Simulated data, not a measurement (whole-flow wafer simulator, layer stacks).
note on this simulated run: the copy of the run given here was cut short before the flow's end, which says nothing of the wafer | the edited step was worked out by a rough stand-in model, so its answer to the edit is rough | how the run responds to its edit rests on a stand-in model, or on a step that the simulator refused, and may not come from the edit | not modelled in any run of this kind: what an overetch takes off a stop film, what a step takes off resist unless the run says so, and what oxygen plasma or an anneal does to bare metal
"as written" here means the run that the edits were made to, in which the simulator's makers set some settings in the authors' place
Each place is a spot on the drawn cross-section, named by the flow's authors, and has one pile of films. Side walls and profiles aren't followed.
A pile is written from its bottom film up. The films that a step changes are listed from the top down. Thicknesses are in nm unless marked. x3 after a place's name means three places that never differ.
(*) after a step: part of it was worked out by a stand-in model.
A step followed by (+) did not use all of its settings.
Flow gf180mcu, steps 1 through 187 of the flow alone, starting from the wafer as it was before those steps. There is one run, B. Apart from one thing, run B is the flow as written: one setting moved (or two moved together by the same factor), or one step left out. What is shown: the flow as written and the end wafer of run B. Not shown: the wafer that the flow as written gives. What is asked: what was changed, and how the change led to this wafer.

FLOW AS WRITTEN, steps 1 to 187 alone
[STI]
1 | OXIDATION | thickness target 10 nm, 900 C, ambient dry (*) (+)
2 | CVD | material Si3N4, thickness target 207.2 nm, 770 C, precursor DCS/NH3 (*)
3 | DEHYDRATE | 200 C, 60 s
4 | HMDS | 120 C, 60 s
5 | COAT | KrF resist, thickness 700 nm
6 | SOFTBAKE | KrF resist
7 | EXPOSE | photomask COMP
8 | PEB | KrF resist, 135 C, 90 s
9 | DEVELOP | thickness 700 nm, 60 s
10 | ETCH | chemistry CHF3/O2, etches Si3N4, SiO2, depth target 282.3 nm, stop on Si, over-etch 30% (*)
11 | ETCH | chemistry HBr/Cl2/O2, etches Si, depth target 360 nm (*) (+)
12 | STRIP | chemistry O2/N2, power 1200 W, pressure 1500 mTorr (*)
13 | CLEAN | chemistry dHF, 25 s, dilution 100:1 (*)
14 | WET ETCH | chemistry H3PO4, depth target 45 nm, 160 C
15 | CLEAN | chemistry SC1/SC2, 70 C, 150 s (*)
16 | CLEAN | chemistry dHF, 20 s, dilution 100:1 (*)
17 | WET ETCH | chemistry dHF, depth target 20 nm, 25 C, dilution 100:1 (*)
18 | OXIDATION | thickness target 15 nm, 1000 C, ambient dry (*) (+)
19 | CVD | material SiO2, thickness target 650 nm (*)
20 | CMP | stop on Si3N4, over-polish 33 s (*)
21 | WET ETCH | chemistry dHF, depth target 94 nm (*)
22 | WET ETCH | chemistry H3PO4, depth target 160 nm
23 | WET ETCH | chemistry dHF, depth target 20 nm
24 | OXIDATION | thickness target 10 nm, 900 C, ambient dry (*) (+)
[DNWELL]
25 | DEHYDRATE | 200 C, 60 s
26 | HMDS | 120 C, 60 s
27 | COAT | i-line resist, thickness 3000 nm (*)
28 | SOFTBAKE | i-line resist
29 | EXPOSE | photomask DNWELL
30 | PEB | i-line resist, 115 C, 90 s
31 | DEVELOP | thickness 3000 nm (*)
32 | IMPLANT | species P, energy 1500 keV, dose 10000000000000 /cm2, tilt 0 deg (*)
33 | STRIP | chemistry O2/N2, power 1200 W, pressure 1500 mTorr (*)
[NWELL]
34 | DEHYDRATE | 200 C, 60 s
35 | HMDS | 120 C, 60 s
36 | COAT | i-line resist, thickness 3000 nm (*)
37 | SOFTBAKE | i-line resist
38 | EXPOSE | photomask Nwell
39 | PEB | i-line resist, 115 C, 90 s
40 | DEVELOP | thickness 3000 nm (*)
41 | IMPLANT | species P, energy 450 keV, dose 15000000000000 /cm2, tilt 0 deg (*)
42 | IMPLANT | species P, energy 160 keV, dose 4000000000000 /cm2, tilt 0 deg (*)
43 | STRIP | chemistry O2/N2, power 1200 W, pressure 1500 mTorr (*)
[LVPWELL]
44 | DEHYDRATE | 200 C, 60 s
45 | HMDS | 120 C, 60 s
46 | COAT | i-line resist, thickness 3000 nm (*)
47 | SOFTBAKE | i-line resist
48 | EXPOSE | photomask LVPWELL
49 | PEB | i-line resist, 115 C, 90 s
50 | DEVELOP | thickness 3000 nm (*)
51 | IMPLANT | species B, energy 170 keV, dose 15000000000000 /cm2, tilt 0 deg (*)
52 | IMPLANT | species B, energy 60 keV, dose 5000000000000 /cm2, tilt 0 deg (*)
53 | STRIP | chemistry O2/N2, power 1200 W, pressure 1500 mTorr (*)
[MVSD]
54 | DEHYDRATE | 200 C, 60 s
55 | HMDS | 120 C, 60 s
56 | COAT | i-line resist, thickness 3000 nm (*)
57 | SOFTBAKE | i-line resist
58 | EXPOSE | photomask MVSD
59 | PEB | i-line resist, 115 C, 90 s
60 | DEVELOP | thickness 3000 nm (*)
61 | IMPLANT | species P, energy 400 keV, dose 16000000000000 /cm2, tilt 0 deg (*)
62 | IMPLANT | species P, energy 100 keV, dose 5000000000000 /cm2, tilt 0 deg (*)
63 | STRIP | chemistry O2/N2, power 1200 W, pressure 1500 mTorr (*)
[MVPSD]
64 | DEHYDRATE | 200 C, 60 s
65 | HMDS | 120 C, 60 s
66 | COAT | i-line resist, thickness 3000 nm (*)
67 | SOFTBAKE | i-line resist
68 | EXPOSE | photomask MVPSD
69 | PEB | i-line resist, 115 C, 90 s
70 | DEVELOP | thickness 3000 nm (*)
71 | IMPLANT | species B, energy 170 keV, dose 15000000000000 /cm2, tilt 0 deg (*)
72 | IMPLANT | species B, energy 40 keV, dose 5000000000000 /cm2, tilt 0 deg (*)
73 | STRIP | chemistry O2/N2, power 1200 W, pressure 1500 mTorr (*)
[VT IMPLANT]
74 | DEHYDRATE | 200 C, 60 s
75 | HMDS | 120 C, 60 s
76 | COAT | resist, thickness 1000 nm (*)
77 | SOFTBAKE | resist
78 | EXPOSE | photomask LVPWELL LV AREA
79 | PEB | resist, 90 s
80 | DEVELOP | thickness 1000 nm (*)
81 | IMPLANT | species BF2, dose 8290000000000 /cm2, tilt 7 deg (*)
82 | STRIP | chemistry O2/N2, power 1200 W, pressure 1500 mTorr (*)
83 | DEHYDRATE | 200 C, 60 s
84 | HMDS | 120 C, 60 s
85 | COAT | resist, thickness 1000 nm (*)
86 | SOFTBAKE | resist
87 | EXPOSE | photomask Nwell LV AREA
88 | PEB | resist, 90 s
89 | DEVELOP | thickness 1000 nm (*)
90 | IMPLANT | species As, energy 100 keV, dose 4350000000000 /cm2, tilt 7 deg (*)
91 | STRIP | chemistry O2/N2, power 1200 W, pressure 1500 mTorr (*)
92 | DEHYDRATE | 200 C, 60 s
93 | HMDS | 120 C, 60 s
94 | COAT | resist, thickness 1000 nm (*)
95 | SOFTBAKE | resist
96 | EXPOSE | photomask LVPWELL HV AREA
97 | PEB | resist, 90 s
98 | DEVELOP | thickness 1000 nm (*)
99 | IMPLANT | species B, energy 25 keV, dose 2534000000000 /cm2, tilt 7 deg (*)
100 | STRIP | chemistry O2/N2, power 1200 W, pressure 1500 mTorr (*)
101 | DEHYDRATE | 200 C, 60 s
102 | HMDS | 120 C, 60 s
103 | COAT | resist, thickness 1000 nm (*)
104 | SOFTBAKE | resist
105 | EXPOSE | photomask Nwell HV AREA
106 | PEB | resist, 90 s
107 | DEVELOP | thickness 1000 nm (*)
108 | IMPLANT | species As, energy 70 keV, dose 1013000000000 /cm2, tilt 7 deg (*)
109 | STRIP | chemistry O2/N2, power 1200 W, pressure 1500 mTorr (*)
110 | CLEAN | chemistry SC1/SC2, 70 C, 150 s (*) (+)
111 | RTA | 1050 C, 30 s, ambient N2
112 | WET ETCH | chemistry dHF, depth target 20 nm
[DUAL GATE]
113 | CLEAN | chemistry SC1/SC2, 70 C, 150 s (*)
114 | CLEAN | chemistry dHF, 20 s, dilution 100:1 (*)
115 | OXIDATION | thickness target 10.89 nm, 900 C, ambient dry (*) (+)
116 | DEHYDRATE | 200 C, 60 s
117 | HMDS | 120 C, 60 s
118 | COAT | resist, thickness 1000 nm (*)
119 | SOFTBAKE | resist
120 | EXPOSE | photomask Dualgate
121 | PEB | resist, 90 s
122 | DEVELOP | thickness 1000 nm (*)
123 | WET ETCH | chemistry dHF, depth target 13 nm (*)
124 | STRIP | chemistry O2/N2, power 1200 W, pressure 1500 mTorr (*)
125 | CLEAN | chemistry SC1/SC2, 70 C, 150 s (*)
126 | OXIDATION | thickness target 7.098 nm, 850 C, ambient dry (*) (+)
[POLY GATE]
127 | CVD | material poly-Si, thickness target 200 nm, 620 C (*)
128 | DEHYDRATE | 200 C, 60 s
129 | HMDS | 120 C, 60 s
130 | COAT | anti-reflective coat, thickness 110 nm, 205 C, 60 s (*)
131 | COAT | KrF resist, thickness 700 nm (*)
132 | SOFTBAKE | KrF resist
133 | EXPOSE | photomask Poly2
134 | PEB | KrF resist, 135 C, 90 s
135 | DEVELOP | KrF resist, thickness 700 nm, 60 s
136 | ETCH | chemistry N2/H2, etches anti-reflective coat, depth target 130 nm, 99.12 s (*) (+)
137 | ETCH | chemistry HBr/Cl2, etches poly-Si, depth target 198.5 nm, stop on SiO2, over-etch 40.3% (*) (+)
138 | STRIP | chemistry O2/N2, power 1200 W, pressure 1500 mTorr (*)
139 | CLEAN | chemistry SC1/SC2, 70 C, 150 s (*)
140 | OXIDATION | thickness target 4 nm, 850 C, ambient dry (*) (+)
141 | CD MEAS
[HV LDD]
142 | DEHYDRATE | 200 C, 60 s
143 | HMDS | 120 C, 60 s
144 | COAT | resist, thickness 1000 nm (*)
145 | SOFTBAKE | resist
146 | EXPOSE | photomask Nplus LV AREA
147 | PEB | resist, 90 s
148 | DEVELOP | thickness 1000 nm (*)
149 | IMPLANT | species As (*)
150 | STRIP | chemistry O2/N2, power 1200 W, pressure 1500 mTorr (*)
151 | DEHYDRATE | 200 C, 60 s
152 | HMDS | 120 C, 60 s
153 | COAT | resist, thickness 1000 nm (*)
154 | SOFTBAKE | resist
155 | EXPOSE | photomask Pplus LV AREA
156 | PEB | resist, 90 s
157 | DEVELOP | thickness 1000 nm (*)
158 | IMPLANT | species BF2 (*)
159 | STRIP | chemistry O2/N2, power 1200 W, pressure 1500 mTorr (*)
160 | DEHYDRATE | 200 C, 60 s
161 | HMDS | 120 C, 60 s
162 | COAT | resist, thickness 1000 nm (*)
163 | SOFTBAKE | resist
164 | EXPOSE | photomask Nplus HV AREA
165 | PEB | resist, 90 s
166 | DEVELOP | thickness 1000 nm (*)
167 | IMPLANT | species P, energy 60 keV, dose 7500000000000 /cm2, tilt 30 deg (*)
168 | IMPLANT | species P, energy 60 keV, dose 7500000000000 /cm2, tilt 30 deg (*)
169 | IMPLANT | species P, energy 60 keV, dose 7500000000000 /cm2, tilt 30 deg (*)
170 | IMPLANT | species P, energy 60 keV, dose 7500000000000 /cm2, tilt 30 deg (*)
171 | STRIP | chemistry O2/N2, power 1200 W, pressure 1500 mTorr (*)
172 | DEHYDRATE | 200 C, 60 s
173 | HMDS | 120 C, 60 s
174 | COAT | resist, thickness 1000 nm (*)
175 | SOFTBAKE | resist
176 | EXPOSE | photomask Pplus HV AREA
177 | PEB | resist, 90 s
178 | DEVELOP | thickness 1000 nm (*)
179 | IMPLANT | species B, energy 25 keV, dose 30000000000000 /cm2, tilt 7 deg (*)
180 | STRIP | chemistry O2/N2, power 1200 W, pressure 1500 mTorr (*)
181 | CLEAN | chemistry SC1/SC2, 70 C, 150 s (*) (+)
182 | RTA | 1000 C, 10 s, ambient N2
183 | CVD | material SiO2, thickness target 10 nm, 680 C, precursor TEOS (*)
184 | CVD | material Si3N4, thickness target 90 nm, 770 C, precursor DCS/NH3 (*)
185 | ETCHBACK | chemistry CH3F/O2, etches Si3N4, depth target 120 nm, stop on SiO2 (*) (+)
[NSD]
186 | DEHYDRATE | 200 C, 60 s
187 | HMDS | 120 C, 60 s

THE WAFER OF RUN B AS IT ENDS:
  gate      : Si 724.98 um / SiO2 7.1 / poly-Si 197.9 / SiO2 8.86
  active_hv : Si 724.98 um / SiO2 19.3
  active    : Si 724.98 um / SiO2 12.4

What caused this: step 184, CVD: thickness target 62.4 nm was run, though the flow has thickness target 90 nm.

How this came from the change, step by step:
  184 | CVD | material Si3N4, thickness target 90 nm, 770 C, precursor DCS/NH3 (*)
      field, field__w1, field__w2 and 101 more: Si3N4 gains 62.4 (new film) (as written it would have been: Si3N4 gains 90 (new film))
  185 | ETCHBACK | chemistry CH3F/O2, etches Si3N4, depth target 120 nm, stop on SiO2 (*) (+)
      field, field__w1, field__w2 and 100 more: Si3N4 loses 62.4 (all of it), SiO2 loses 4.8 (as written it would have been: Si3N4 loses 90 (all of it), SiO2 loses 2.5)
